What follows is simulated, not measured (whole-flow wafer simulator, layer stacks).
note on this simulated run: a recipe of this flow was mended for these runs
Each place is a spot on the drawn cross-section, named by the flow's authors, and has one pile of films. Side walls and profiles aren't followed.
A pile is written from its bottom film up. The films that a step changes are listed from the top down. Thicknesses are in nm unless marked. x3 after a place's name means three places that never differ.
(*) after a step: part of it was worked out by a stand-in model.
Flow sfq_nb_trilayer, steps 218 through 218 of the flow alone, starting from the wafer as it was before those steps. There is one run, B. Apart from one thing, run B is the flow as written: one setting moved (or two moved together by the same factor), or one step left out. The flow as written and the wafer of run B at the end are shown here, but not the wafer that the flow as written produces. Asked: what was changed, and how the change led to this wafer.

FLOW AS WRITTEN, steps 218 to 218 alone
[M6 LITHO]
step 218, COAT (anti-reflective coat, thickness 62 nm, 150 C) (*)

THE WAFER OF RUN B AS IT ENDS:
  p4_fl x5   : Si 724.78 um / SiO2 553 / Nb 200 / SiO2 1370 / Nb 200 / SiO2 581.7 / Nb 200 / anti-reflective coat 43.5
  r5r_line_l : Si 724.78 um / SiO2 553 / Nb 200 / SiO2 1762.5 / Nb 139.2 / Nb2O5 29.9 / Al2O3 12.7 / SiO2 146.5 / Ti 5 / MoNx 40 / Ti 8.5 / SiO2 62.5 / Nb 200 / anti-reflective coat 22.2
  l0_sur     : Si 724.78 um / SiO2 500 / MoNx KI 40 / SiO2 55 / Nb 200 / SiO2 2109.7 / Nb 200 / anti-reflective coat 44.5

What caused this: step 218, COAT: thickness 43.5 nm was run, though the flow has thickness 62 nm.
One can read it off the wafer: p4_fl x5 has anti-reflective coat 43.5, and step 218 as written asks for 62 nm.

The path from the change to this, step by step:
  step 218, COAT (anti-reflective coat, thickness 62 nm, 150 C) (*)
      p4_fl x5, p4_w1 x9, p3_s0 x9 and 41 more: anti-reflective coat gains 43.5 (new film) (in the flow as written it would be: anti-reflective coat gains 62 (new film))
      r5r_line_l, r5r_line_c, r5r_line_r: anti-reflective coat gains 22.2 (new film) (in the flow as written it would be: anti-reflective coat gains 37.1 (new film))
      (as well as at 39 more places)
